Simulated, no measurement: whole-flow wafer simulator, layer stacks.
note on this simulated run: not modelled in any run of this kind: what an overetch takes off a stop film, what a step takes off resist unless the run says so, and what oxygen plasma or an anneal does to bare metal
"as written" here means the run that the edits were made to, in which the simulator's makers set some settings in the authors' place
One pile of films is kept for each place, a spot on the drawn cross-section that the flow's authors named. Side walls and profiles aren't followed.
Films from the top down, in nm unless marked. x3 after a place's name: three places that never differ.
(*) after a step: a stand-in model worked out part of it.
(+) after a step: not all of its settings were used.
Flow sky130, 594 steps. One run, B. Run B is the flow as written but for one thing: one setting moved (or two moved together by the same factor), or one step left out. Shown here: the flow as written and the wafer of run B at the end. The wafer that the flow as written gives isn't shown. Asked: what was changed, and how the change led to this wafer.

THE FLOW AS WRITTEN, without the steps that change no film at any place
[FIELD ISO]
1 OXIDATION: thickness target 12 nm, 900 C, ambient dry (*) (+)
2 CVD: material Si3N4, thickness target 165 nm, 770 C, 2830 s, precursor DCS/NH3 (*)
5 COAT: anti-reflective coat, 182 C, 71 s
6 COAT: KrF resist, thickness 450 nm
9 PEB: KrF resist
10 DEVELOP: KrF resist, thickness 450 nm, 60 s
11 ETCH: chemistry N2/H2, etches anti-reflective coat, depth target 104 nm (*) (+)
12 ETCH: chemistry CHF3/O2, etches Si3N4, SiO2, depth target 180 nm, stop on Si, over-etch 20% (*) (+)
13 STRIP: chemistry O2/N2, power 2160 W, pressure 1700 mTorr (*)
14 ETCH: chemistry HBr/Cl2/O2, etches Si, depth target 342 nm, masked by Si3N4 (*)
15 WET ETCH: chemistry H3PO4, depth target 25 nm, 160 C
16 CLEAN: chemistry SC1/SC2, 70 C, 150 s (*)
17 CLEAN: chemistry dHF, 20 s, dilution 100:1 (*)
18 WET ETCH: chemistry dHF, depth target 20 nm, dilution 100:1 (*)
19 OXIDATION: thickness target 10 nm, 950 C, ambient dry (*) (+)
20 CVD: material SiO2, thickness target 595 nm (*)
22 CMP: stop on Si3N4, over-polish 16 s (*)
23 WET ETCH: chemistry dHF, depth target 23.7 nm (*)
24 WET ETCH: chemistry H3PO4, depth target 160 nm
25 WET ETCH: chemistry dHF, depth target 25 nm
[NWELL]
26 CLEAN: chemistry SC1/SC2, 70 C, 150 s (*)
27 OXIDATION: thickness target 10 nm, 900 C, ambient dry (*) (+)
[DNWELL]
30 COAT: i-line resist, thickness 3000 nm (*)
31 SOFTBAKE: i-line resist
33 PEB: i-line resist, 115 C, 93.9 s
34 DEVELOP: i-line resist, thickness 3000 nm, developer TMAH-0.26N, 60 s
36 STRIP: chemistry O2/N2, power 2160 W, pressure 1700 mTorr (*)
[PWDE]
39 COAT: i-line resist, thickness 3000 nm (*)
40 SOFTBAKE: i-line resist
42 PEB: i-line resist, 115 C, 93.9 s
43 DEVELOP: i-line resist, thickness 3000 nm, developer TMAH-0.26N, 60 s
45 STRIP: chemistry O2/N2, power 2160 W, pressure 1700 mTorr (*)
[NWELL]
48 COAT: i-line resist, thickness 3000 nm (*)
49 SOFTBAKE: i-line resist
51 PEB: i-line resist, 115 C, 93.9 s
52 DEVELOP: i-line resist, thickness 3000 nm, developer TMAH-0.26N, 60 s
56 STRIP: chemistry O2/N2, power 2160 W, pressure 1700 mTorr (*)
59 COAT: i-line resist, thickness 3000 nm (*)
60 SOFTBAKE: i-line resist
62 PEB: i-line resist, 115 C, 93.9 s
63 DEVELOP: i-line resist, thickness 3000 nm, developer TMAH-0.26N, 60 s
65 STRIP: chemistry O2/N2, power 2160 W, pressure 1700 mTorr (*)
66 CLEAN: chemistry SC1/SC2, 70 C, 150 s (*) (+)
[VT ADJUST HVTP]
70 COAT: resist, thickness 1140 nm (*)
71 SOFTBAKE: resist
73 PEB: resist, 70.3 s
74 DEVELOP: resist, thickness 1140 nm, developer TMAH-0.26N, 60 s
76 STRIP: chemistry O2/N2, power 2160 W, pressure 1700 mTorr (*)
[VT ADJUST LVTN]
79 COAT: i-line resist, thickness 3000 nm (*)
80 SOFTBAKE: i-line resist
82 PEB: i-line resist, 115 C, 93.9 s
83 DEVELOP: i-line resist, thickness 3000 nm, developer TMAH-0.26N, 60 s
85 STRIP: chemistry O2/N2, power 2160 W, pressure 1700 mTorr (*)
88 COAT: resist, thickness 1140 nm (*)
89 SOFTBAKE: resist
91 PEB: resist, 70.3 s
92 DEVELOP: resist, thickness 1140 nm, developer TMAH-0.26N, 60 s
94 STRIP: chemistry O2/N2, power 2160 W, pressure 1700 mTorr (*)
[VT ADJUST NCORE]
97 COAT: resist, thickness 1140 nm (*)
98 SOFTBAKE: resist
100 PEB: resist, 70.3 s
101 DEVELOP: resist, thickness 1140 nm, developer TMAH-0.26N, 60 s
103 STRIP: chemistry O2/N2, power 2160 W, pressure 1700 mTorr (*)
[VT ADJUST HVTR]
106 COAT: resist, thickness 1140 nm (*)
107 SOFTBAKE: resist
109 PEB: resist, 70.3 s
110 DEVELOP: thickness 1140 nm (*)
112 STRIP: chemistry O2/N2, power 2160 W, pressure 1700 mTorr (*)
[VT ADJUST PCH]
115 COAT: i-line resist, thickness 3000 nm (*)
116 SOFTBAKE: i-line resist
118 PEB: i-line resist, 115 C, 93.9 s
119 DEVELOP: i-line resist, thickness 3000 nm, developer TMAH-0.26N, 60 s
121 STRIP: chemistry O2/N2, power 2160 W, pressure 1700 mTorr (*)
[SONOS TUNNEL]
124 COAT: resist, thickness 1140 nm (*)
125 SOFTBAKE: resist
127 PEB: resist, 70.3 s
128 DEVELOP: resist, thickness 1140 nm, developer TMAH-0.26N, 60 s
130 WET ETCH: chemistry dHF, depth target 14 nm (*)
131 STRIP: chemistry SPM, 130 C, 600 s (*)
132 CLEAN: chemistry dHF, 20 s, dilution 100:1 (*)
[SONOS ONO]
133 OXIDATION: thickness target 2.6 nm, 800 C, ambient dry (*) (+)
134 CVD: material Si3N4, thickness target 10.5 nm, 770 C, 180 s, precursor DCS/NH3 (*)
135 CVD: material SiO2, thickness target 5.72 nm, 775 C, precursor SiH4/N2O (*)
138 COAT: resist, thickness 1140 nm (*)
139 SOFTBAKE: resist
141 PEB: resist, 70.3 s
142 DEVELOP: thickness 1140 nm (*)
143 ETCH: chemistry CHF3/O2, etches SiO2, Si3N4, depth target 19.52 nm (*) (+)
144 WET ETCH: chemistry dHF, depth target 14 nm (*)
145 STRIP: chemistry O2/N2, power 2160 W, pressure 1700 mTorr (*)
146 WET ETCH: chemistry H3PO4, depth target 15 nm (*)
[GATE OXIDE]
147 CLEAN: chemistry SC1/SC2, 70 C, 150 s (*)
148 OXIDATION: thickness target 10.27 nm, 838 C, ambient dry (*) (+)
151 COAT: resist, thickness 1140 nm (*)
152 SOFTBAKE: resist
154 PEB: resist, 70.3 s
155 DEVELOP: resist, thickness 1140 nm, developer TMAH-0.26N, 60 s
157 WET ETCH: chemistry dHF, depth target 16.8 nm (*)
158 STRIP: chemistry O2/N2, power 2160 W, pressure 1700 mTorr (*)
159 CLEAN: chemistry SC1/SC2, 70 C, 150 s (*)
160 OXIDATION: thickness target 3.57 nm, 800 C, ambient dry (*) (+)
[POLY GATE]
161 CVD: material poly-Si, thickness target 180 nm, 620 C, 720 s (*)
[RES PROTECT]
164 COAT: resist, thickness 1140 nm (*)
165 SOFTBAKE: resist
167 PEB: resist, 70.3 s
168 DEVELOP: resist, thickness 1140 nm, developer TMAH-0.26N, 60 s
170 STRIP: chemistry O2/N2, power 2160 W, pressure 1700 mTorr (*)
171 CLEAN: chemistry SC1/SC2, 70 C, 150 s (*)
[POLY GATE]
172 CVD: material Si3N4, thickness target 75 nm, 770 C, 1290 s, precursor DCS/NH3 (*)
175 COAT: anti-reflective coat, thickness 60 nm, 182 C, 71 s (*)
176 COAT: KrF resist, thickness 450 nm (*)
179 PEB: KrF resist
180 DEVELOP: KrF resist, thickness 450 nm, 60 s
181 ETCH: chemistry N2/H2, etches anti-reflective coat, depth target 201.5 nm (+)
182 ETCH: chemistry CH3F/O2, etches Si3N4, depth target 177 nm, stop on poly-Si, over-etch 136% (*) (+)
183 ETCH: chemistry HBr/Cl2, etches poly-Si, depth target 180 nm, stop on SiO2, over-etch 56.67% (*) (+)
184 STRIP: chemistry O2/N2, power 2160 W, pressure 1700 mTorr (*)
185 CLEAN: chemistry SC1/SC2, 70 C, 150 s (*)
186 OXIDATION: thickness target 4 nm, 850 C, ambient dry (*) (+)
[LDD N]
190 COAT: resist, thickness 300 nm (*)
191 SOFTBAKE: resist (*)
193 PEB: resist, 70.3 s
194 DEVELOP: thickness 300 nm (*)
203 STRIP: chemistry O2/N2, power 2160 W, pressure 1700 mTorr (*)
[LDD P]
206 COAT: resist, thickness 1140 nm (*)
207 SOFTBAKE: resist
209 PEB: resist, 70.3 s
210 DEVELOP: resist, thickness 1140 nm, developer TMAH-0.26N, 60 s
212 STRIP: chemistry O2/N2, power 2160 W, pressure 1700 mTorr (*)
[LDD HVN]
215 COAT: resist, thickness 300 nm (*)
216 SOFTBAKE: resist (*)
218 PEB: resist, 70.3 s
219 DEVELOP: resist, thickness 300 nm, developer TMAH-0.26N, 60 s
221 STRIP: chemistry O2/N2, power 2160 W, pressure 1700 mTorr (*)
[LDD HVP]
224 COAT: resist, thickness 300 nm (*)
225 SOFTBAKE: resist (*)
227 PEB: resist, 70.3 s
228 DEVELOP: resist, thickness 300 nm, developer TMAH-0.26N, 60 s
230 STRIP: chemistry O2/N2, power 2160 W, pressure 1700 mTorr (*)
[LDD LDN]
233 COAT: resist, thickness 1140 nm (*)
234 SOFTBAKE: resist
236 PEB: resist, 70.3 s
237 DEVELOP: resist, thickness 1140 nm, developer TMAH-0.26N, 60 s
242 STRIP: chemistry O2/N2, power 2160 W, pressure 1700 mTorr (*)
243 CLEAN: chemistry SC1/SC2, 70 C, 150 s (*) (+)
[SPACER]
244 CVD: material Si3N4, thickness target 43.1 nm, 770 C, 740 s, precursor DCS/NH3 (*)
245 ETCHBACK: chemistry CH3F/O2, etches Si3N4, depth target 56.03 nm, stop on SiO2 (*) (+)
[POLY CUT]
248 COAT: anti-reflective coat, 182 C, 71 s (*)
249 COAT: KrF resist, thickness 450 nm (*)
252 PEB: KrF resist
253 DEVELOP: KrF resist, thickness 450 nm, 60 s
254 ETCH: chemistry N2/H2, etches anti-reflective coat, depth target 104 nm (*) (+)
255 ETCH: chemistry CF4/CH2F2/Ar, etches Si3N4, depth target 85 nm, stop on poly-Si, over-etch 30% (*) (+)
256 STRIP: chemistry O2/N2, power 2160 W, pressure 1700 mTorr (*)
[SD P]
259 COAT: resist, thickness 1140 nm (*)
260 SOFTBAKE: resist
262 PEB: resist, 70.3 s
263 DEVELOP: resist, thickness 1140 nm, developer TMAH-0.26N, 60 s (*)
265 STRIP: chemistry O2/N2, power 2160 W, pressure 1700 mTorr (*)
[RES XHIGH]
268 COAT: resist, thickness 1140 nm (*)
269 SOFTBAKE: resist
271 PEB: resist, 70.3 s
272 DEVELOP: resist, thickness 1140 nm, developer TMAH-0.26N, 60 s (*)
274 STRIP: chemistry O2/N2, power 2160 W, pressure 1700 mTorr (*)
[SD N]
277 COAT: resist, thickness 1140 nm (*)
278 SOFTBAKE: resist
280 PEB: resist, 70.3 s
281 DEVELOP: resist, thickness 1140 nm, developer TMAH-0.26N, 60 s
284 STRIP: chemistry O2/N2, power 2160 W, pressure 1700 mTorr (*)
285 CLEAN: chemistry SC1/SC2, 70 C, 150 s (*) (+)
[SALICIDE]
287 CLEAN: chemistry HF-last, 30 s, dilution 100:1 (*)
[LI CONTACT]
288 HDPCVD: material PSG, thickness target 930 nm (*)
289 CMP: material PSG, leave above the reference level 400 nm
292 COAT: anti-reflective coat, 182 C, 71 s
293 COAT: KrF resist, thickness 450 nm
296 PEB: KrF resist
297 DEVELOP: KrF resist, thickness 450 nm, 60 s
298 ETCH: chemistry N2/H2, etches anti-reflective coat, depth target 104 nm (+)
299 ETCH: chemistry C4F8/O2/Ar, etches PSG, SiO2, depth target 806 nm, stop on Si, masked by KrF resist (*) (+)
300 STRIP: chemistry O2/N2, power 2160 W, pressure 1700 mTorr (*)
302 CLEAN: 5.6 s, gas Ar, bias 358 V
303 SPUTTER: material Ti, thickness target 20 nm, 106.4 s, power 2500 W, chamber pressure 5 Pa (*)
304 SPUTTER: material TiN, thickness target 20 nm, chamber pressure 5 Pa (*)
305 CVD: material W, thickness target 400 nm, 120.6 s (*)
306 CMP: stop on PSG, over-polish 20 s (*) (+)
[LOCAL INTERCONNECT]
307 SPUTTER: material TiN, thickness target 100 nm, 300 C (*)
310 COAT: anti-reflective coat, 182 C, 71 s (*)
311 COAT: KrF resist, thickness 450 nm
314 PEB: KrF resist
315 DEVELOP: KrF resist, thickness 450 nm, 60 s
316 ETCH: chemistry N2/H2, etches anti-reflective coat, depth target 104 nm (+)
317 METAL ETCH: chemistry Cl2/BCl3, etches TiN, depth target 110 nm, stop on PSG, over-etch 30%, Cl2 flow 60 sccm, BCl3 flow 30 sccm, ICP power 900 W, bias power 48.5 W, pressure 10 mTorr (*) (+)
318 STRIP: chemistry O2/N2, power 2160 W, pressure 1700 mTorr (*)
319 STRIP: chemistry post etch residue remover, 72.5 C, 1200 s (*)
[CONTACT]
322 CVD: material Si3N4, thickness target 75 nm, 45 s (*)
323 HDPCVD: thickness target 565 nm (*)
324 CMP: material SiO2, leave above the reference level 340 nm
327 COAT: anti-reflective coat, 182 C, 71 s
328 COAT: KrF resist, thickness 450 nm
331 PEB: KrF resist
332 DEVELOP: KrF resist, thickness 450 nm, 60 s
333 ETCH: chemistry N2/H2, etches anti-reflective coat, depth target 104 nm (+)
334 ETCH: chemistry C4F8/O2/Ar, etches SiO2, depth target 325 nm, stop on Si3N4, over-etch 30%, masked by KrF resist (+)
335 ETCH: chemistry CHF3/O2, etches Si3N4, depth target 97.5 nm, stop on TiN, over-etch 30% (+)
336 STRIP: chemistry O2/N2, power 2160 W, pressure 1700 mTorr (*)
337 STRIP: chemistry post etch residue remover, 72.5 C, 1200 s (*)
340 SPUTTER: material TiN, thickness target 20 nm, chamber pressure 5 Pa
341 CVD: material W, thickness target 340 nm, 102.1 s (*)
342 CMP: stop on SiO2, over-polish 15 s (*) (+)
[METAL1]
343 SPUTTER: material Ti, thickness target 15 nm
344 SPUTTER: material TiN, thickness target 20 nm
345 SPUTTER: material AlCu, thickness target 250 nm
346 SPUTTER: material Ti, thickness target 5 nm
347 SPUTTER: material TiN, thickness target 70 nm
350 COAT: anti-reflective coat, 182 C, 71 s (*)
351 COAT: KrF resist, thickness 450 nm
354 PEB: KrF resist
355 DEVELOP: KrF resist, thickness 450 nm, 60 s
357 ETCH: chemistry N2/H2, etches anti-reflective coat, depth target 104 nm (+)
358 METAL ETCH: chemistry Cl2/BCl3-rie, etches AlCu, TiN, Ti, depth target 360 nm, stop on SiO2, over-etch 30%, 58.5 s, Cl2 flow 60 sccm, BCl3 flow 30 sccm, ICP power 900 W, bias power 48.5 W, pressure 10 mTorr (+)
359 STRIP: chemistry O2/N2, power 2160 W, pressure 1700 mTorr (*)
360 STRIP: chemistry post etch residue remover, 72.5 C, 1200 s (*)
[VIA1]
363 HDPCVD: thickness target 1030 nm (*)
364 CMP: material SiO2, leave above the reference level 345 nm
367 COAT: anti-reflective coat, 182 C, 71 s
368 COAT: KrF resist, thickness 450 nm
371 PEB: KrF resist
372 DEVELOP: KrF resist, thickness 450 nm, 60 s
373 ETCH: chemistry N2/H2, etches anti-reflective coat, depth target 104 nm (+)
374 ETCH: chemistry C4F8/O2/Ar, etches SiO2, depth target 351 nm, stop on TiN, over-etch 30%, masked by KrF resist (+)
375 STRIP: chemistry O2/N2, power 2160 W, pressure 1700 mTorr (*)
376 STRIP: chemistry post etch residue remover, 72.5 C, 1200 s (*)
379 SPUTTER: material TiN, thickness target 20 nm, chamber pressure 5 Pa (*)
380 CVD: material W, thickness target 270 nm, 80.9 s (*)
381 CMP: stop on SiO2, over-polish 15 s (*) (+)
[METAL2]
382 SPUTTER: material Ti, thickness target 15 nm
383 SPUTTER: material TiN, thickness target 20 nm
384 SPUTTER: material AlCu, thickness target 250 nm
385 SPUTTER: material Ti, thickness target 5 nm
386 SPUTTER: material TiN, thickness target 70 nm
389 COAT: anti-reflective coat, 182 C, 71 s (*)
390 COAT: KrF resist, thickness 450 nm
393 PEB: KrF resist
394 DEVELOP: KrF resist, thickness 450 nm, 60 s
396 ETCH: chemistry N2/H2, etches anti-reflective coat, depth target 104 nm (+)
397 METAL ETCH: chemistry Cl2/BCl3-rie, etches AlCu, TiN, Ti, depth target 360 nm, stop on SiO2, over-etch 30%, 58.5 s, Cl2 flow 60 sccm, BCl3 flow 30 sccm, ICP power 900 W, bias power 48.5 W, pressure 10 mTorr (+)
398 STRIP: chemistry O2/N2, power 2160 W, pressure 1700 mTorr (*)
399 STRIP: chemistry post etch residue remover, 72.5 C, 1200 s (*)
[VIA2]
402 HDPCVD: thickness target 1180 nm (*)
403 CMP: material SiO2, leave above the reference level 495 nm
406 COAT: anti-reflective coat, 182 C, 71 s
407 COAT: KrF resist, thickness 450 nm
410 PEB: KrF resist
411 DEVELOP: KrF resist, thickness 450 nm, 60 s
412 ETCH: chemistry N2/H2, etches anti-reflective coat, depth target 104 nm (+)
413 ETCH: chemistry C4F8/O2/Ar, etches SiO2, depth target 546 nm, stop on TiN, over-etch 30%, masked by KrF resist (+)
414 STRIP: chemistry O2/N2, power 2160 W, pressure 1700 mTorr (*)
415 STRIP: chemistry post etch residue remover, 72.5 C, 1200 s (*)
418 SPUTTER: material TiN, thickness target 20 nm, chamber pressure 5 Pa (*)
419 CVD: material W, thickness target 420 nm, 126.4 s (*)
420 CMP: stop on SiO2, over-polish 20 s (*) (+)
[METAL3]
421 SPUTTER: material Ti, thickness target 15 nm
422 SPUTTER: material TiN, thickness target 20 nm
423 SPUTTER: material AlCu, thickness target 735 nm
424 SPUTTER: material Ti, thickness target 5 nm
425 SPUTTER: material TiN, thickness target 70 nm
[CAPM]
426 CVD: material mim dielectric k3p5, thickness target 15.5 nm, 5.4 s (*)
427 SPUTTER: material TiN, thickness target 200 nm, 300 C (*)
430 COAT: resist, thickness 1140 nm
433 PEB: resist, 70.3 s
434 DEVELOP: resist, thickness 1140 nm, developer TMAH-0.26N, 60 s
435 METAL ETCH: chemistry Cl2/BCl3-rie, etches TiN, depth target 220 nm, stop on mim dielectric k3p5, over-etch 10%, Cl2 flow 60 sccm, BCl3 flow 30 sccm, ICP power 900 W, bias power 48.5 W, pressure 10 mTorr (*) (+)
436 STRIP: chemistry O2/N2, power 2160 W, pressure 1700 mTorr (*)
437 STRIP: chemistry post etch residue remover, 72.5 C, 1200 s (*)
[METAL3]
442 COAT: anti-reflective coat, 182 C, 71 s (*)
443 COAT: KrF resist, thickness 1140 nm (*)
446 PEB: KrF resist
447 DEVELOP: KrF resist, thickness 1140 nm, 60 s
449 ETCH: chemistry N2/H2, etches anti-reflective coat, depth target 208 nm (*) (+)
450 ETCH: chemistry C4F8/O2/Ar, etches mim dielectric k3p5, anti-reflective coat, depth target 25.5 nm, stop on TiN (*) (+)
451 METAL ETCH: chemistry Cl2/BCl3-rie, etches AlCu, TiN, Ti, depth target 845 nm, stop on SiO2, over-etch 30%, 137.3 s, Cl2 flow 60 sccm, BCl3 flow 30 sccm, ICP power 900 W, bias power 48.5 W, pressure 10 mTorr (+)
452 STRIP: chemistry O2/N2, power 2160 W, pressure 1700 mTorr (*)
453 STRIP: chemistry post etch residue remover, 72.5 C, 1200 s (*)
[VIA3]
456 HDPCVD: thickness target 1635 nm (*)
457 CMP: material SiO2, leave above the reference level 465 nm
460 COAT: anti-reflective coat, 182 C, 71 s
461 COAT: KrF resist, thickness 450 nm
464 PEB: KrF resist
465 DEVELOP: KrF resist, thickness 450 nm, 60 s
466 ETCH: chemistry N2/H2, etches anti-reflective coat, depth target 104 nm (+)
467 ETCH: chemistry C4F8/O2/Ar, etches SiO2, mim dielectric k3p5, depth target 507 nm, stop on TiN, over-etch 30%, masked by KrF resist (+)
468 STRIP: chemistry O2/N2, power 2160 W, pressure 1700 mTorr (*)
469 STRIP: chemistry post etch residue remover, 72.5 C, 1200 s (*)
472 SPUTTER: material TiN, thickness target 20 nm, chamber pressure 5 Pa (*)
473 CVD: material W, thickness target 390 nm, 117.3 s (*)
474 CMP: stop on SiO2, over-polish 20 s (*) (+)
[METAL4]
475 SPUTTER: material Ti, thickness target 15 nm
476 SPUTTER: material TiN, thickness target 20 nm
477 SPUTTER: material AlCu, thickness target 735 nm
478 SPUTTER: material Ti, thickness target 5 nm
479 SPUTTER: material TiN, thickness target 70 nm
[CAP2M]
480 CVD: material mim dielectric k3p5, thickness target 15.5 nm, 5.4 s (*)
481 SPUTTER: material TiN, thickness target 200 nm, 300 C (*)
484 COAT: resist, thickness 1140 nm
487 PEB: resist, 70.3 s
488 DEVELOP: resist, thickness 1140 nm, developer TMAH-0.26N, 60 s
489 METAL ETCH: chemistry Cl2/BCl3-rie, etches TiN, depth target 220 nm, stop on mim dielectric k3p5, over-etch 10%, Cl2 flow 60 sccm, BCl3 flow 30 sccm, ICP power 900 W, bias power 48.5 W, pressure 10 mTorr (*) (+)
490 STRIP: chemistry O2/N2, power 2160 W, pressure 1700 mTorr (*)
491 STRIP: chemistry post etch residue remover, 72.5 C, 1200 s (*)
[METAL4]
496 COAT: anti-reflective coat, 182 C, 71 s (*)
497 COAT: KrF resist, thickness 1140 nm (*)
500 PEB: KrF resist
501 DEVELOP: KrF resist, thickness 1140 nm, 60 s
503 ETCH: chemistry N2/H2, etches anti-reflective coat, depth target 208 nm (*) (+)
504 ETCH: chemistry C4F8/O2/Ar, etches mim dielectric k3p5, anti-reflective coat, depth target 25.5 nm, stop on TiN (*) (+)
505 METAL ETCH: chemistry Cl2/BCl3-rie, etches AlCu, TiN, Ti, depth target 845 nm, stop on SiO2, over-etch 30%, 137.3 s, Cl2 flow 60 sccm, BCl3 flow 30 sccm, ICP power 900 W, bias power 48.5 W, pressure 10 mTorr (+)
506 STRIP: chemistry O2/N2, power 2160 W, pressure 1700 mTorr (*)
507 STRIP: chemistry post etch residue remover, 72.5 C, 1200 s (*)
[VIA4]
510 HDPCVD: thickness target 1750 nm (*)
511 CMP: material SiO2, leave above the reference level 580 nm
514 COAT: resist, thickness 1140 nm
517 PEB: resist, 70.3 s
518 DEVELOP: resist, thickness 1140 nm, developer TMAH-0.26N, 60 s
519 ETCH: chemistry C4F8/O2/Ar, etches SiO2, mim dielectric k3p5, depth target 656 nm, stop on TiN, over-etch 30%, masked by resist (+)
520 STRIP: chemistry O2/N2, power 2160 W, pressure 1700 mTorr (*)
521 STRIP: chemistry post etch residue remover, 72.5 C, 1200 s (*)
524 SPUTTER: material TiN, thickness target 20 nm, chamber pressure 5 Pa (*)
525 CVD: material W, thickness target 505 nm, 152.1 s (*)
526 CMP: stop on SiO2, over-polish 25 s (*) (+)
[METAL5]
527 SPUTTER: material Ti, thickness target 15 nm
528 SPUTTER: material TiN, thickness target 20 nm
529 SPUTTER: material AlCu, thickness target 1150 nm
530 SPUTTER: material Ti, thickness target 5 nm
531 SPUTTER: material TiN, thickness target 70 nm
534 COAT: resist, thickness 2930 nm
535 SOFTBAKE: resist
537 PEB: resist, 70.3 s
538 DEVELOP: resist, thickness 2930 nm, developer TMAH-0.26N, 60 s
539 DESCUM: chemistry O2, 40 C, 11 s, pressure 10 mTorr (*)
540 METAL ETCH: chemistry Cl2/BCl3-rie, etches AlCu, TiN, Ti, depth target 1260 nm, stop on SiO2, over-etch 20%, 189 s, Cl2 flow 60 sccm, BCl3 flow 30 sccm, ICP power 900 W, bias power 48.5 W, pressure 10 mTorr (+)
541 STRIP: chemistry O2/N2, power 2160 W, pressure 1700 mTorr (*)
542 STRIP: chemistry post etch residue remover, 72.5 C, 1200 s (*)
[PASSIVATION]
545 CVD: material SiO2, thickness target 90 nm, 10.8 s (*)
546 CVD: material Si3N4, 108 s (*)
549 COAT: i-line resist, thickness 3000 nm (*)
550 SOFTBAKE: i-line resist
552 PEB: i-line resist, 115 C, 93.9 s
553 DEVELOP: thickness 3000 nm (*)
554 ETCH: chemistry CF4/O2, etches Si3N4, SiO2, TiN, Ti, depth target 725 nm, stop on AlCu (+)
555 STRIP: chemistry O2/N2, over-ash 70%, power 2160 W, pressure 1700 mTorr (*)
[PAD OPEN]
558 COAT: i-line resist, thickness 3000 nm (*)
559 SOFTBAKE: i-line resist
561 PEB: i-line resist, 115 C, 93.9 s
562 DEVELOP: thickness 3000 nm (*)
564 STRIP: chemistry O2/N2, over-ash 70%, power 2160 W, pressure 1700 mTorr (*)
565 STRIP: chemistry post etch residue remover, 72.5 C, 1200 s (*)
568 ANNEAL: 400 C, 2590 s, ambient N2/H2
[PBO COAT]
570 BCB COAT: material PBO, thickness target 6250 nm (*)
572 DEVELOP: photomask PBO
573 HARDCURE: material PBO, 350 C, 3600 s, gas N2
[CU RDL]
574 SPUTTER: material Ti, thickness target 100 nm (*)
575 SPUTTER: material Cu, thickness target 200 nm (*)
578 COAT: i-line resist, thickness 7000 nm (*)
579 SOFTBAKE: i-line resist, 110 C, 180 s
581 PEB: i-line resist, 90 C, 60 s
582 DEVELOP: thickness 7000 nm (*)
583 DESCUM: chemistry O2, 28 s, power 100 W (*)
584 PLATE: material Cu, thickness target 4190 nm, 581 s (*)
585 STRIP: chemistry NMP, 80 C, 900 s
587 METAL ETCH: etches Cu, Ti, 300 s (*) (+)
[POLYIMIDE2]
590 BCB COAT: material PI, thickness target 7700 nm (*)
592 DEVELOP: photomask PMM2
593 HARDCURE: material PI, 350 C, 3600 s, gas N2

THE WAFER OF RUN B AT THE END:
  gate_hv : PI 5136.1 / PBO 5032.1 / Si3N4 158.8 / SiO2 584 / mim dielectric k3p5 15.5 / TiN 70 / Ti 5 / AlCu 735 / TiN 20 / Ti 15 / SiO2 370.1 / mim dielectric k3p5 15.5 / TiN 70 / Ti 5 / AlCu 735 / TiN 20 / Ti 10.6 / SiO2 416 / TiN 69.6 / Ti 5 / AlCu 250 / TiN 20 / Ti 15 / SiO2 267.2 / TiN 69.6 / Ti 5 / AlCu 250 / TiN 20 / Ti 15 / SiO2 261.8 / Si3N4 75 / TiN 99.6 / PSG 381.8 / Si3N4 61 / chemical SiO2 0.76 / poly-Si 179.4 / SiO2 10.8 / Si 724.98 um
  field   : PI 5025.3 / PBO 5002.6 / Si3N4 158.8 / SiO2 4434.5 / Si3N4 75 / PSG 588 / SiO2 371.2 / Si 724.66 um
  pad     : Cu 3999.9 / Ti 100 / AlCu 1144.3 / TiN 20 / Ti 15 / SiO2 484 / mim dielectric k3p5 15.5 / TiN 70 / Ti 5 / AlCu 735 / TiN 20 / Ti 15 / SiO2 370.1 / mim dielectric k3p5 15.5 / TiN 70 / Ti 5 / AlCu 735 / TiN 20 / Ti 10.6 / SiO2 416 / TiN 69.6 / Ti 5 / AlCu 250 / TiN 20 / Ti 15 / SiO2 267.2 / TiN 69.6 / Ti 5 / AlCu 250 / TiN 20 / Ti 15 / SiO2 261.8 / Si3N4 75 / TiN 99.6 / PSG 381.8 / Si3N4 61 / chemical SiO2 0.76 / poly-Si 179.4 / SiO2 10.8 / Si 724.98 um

The cause: step 421, SPUTTER: thickness target 10.6 nm was run, where the flow has thickness target 15 nm.
It can be read off the wafer: gate_hv has Ti 10.6, and step 421 as written asks for 15 nm.

How the change led to this, step by step:
  421 SPUTTER: material Ti, thickness target 15 nm
      field, active, n_well and 188 more: Ti +10.6 (new film) (as written it would be: Ti +15 (new film))
  451 METAL ETCH: chemistry Cl2/BCl3-rie, etches AlCu, TiN, Ti, depth target 845 nm, stop on SiO2, over-etch 30%, 137.3 s, Cl2 flow 60 sccm, BCl3 flow 30 sccm, ICP power 900 W, bias power 48.5 W, pressure 10 mTorr (+)
      field, gate, spacer and 68 more: TiN -70 (all of it), Ti -5 (all of it), AlCu -735 (all of it), TiN -20 (all of it), Ti -10.6 (all of it), SiO2 -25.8 (as written it would be: TiN -70 (all of it), Ti -5 (all of it), AlCu -735 (all of it), TiN -20 (all of it), Ti -15 (all of it), SiO2 -25.4)
      active, vpp_ln, vpp_iso2 and 11 more: TiN -70 (all of it), Ti -5 (all of it), AlCu -735 (all of it), TiN -20 (all of it), Ti -10.6 (all of it), SiO2 -25.8 (as written it would be: TiN -70 (all of it), Ti -5 (all of it), AlCu -735 (all of it), TiN -20 (all of it), Ti -15 (all of it), SiO2 -25.3)
